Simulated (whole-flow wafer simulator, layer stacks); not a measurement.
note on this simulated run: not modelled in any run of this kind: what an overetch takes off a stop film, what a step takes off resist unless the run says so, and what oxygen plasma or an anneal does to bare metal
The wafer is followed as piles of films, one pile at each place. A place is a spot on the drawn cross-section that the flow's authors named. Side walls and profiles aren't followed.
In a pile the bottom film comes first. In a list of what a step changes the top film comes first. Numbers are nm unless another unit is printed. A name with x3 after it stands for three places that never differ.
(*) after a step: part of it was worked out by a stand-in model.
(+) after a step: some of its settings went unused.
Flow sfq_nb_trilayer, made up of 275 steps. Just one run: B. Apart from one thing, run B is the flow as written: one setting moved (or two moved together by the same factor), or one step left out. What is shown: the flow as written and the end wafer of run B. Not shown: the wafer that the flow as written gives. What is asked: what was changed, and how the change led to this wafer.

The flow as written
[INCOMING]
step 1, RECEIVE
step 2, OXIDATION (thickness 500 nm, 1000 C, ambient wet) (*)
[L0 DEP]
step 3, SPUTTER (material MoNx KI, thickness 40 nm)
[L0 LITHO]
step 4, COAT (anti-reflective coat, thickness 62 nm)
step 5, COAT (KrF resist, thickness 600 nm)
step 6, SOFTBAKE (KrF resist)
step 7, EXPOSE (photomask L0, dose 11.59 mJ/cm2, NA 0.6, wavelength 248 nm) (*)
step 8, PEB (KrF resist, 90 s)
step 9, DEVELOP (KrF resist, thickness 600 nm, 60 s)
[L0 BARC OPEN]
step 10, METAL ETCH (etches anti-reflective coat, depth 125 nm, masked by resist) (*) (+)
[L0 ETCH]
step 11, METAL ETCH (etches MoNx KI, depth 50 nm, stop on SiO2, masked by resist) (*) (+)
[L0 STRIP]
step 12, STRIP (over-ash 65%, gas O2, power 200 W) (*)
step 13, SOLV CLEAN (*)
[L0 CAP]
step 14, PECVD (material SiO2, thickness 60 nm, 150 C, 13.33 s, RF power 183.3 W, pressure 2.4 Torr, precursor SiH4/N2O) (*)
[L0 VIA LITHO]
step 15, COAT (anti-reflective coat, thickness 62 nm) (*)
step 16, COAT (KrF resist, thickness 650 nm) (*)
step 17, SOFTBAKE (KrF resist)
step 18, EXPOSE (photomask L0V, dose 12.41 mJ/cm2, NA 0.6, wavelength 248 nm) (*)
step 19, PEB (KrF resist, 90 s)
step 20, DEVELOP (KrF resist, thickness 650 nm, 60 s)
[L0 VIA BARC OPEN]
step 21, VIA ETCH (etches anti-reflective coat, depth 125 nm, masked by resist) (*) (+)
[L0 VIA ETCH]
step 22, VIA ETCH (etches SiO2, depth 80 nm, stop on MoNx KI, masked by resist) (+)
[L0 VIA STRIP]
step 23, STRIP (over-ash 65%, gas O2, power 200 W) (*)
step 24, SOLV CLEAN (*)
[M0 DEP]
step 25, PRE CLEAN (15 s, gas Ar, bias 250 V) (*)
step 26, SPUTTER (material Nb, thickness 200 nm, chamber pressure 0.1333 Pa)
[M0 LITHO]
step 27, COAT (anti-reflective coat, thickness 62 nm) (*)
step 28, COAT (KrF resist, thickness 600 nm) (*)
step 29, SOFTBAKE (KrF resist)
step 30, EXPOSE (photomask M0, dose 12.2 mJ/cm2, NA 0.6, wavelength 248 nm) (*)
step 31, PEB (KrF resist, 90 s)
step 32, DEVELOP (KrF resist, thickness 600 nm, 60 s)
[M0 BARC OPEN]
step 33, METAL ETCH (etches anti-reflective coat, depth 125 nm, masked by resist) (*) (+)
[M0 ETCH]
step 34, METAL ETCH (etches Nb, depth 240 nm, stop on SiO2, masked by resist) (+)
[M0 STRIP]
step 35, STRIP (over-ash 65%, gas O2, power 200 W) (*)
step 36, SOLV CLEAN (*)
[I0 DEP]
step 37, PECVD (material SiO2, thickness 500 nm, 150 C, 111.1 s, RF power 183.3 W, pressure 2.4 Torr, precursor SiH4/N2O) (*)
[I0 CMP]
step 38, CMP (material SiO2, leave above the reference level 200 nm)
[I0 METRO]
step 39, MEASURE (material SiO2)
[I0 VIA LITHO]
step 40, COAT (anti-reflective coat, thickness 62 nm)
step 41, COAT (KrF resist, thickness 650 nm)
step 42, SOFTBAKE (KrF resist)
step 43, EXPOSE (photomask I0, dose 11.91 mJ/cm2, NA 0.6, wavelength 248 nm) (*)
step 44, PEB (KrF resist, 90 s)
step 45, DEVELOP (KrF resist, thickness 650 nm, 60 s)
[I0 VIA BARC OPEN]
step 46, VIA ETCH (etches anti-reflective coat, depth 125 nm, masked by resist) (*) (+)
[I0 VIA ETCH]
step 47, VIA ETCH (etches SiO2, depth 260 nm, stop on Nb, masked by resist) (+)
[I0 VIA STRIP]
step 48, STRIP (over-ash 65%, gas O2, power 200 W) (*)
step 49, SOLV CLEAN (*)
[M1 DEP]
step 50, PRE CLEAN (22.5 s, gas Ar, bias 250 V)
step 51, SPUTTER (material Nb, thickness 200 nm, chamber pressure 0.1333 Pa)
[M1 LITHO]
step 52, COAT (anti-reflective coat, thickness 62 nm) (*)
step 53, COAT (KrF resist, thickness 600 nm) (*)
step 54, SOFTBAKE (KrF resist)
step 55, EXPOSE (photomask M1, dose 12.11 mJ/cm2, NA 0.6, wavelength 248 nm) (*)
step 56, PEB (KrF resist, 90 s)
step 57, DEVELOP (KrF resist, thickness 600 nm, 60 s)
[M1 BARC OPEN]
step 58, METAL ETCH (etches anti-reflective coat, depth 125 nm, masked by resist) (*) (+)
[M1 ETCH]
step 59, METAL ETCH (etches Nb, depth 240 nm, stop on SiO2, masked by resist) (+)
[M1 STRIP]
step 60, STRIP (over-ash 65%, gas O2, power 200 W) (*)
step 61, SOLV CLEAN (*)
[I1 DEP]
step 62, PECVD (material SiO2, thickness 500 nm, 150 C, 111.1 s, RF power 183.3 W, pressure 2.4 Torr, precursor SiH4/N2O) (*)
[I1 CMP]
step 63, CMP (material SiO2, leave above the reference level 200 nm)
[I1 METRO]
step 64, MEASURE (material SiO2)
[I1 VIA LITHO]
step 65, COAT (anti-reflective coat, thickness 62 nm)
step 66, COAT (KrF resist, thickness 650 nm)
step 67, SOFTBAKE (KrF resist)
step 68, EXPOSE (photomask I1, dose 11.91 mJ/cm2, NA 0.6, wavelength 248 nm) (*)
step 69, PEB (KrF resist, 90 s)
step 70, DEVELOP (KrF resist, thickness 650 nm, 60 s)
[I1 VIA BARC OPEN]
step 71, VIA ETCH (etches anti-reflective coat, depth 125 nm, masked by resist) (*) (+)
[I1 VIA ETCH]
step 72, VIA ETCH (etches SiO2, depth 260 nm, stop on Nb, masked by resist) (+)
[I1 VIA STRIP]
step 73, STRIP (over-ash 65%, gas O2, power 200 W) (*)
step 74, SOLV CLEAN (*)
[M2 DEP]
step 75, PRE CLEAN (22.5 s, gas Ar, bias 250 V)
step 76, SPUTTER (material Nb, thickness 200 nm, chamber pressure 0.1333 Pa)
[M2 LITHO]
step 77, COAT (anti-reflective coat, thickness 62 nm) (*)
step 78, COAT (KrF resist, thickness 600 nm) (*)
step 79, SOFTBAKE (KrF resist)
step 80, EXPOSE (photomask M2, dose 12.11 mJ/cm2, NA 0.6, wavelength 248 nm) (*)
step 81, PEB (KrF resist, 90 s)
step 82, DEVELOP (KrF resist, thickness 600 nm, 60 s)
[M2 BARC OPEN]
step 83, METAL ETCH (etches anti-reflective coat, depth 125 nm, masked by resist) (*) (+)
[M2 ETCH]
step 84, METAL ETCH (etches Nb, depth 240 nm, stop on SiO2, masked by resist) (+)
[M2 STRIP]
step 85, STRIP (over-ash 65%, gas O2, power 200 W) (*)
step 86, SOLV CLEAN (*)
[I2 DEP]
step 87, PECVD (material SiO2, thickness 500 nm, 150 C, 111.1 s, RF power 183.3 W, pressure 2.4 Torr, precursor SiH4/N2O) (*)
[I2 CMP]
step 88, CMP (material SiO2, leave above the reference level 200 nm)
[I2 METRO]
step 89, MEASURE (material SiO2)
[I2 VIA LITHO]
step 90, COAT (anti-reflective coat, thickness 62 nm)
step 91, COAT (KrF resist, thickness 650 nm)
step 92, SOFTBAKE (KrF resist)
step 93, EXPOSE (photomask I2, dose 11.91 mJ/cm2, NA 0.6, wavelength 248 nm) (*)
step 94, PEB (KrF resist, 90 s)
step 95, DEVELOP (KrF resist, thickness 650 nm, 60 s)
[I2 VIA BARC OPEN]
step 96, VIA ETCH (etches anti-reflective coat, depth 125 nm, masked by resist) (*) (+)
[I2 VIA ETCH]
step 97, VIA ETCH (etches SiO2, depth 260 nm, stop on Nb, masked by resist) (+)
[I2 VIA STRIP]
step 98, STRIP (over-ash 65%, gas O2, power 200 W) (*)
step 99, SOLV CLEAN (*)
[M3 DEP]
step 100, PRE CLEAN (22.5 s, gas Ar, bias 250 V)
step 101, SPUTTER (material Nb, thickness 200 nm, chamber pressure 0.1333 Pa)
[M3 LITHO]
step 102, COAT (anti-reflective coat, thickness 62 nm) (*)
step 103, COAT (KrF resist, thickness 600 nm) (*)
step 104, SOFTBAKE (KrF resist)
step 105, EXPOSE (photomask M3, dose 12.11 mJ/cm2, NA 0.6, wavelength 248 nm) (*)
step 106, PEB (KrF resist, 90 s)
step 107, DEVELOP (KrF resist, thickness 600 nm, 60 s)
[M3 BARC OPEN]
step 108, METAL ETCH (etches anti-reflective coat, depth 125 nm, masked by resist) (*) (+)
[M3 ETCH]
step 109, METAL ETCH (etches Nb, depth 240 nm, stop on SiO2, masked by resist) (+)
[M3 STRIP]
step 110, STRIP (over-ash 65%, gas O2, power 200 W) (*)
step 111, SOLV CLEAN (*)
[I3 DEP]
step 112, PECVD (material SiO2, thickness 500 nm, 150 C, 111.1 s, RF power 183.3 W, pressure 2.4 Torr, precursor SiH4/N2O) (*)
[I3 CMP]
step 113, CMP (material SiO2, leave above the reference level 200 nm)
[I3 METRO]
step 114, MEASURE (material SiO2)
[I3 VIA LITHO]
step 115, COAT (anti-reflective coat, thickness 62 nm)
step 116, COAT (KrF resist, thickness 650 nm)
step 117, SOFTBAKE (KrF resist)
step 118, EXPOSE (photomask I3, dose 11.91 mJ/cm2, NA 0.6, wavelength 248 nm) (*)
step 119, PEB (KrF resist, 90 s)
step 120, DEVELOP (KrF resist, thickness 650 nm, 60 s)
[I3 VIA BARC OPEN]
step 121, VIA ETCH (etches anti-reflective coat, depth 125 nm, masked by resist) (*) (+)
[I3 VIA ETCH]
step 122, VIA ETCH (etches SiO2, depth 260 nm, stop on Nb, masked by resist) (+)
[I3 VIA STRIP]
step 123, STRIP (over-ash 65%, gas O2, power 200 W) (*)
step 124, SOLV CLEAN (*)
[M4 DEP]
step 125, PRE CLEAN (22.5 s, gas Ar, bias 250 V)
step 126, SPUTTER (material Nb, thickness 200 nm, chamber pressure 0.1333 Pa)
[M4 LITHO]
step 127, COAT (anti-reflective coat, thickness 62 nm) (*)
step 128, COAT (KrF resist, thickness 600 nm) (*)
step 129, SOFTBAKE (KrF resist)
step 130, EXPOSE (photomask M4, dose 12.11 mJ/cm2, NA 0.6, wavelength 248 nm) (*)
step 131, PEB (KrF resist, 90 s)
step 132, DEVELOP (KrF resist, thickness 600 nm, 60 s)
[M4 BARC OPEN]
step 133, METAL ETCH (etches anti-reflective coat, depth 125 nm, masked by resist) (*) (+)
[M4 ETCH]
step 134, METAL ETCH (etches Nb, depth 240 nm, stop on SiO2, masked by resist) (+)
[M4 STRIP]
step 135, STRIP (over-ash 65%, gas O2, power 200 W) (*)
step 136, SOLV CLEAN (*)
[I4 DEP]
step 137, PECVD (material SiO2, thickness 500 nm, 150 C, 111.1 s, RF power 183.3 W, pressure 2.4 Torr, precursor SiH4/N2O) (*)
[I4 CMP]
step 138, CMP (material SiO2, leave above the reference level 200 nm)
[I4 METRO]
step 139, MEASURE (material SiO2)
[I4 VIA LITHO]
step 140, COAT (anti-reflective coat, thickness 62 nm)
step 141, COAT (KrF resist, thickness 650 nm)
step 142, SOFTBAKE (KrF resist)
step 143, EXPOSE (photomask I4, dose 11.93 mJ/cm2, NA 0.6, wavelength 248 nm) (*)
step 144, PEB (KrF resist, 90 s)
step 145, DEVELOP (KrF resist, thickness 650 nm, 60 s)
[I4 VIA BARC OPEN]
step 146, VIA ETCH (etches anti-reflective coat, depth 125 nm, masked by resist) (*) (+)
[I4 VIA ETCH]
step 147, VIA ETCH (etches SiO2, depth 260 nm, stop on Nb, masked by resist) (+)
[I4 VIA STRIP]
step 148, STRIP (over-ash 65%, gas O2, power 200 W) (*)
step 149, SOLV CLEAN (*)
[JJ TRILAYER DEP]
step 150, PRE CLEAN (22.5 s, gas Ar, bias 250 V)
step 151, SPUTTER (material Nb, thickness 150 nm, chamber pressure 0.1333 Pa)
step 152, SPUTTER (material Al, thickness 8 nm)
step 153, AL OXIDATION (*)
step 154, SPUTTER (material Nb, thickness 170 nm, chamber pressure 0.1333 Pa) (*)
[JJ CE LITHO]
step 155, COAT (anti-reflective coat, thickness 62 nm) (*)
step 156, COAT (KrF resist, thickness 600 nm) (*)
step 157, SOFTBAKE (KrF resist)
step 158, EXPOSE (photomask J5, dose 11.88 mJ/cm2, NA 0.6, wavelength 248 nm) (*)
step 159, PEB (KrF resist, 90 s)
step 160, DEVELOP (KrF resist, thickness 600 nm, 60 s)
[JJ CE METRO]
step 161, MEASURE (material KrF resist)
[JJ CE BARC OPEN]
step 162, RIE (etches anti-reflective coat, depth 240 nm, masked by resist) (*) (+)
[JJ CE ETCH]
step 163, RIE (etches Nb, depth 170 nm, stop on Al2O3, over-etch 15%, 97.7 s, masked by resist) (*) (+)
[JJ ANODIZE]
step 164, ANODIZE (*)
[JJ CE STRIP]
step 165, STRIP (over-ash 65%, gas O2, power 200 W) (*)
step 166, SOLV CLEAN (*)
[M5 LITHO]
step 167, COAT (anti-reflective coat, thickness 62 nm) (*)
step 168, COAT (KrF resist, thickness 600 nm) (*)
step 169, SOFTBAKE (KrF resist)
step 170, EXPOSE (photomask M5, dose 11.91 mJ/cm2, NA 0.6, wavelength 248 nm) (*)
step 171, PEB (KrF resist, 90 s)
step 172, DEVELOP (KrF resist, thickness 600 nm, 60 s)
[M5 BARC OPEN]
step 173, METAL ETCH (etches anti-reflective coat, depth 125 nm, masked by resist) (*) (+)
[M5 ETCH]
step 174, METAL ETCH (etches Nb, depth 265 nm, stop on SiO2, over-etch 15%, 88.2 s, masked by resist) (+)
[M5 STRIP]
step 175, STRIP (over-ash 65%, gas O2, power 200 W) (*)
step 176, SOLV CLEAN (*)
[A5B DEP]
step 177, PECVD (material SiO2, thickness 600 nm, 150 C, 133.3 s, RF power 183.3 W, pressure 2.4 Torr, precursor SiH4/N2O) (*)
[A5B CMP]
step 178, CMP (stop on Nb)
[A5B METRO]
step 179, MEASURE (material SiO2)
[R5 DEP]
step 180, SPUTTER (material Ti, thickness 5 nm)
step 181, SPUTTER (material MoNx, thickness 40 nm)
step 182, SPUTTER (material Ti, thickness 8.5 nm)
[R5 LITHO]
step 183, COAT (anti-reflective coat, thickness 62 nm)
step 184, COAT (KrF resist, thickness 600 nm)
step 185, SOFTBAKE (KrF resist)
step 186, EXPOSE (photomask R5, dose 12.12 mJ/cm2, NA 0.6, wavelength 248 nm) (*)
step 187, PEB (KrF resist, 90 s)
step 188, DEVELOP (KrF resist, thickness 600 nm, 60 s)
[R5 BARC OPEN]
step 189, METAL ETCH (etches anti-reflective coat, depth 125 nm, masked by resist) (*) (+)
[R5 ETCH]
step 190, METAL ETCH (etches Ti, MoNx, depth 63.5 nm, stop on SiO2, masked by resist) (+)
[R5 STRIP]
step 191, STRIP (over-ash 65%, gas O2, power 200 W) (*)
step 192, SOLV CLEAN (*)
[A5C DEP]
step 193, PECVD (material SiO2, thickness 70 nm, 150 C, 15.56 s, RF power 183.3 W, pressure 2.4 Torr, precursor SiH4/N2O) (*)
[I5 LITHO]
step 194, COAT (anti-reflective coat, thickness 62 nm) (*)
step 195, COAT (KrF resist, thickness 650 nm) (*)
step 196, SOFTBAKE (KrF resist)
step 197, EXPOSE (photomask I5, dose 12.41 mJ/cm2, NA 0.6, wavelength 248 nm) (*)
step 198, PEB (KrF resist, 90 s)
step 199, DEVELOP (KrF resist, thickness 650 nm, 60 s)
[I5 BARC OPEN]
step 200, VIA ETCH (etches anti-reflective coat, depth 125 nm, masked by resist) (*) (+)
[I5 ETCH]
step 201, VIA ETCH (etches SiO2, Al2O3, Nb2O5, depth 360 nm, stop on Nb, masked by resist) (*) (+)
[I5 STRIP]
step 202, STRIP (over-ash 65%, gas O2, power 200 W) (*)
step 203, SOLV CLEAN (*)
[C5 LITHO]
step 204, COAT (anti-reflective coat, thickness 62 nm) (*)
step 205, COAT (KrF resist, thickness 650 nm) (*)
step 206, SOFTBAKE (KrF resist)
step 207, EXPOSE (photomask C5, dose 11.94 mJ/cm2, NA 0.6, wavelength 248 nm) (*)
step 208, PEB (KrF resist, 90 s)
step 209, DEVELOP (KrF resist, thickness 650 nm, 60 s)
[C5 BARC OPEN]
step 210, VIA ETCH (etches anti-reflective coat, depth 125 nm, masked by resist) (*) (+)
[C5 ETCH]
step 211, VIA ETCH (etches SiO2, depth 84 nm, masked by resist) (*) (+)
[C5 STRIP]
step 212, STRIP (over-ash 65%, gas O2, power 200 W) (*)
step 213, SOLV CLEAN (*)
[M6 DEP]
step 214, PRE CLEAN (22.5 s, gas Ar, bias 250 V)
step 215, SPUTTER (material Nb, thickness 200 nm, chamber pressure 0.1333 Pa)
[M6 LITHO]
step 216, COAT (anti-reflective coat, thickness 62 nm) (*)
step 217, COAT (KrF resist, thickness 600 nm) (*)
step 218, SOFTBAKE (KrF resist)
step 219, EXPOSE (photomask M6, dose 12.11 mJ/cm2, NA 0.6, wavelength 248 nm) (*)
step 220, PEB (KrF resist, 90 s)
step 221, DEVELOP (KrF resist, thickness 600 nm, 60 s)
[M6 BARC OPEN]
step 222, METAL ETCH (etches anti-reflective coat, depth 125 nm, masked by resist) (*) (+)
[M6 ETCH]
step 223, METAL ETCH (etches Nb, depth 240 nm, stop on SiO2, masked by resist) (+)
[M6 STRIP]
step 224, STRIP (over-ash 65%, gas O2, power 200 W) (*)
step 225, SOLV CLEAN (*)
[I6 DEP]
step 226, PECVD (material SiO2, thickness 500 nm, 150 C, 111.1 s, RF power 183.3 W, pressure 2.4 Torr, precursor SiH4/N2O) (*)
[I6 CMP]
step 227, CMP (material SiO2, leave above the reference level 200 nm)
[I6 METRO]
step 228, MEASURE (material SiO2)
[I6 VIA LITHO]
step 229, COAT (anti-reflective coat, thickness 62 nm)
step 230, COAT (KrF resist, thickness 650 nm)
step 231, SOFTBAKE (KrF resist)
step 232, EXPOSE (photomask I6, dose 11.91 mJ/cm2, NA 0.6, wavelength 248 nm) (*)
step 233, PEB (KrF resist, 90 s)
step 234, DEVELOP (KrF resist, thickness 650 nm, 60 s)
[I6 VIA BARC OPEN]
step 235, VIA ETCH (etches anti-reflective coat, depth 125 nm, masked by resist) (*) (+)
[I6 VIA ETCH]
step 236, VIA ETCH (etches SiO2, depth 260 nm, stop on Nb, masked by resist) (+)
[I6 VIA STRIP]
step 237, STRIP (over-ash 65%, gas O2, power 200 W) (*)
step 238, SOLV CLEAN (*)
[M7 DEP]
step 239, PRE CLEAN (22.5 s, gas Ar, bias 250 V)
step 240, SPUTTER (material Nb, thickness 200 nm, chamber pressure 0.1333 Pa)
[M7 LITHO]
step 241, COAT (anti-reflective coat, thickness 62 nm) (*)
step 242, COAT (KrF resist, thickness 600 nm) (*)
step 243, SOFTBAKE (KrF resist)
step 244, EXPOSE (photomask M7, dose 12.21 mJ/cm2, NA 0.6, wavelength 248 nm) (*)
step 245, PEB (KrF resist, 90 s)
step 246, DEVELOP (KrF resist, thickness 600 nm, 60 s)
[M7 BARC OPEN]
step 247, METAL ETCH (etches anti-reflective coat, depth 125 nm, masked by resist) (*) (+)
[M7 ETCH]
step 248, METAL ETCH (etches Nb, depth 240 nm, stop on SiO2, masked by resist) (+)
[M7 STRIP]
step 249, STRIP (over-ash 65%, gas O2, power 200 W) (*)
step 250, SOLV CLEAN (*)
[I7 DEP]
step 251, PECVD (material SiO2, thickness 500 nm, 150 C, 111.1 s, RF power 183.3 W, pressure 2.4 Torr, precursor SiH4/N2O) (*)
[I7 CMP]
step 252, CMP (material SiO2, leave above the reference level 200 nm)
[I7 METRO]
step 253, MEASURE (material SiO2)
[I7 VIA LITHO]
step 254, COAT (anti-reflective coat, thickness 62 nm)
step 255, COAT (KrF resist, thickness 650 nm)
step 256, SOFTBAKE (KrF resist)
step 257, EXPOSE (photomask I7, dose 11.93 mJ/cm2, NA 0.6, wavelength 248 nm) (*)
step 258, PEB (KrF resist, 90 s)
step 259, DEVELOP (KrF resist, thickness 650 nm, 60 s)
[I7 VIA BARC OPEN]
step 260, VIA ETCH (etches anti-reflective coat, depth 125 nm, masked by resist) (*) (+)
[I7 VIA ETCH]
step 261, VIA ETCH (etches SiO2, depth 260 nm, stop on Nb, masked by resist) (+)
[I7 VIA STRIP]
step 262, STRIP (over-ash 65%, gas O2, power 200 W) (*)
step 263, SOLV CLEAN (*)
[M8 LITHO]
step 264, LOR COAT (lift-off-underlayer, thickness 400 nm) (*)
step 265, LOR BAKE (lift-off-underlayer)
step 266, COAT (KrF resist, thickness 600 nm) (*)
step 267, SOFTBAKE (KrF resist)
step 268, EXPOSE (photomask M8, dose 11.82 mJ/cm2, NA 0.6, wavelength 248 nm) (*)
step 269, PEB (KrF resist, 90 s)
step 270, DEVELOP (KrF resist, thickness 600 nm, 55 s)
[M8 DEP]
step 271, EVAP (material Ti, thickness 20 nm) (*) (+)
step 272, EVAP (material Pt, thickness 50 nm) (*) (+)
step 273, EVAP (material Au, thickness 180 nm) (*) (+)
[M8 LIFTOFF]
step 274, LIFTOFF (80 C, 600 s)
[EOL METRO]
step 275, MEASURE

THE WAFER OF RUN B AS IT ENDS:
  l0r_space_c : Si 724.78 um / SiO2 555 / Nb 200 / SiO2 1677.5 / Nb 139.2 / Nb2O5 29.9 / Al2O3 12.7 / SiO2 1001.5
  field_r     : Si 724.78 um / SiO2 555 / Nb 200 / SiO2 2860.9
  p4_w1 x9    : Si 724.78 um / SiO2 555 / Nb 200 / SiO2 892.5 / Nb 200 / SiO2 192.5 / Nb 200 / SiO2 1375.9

What caused this: step 63, CMP: leave above the reference level 115 nm was run, while the flow as written has leave above the reference level 200 nm.

Step by step, how the change led to this:
  step 63, CMP (material SiO2, leave above the reference level 200 nm)
      field_l, be, be_sur and 72 more: SiO2 loses 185 (as written it would have been: SiO2 loses 100)
      v_sur, via_wl, via_wr and 20 more: SiO2 loses 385 (as written it would have been: SiO2 loses 300)
      (also at 8 further places)
  step 72, VIA ETCH (etches SiO2, depth 260 nm, stop on Nb, masked by resist) (+)
      field_l, v_sur, via_wl and 102 more: KrF resist loses 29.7 (as written it would have been: KrF resist loses 44.8)
      via_v: SiO2 loses 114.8 (all of it) (as written it would have been: SiO2 loses 199.8 (all of it))
  step 73, STRIP (over-ash 65%, gas O2, power 200 W) (*)
      field_l, v_sur, via_wl and 102 more: KrF resist loses 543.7 (all of it), anti-reflective coat loses 62 (all of it) (as written it would have been: KrF resist loses 528.6 (all of it), anti-reflective coat loses 62 (all of it))
  step 76, SPUTTER (material Nb, thickness 200 nm, chamber pressure 0.1333 Pa)
      via_v: Nb gains 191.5 (as written it would have been: Nb gains 174.5)
  step 77, COAT (anti-reflective coat, thickness 62 nm) (*)
      via_sp: anti-reflective coat gains 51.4 (new film) (as written it would have been: anti-reflective coat gains 53.2 (new film))
      via_v: anti-reflective coat gains 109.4 (new film) (as written it would have been: anti-reflective coat gains 123.1 (new film))
      (also at 1 further place)
  step 78, COAT (KrF resist, thickness 600 nm) (*)
      via_v: KrF resist gains 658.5 (new film) (as written it would have been: KrF resist gains 733.7 (new film))
  step 85, STRIP (over-ash 65%, gas O2, power 200 W) (*)
      via_sp: KrF resist loses 382.6 (all of it), anti-reflective coat loses 51.4 (all of it) (as written it would have been: KrF resist loses 374.4 (all of it), anti-reflective coat loses 53.2 (all of it))
      via_v: KrF resist loses 440.7 (all of it), anti-reflective coat loses 109.4 (all of it) (as written it would have been: KrF resist loses 515.8 (all of it), anti-reflective coat loses 123.1 (all of it))
      (also at 1 further place)
  step 87, PECVD (material SiO2, thickness 500 nm, 150 C, 111.1 s, RF power 183.3 W, pressure 2.4 Torr, precursor SiH4/N2O) (*)
      via_v: SiO2 gains 500 (new film) (as written it would have been: SiO2 gains 606 (new film))
  step 88, CMP (material SiO2, leave above the reference level 200 nm)
      via_v: SiO2 loses 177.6 (as written it would have been: SiO2 loses 181.6)
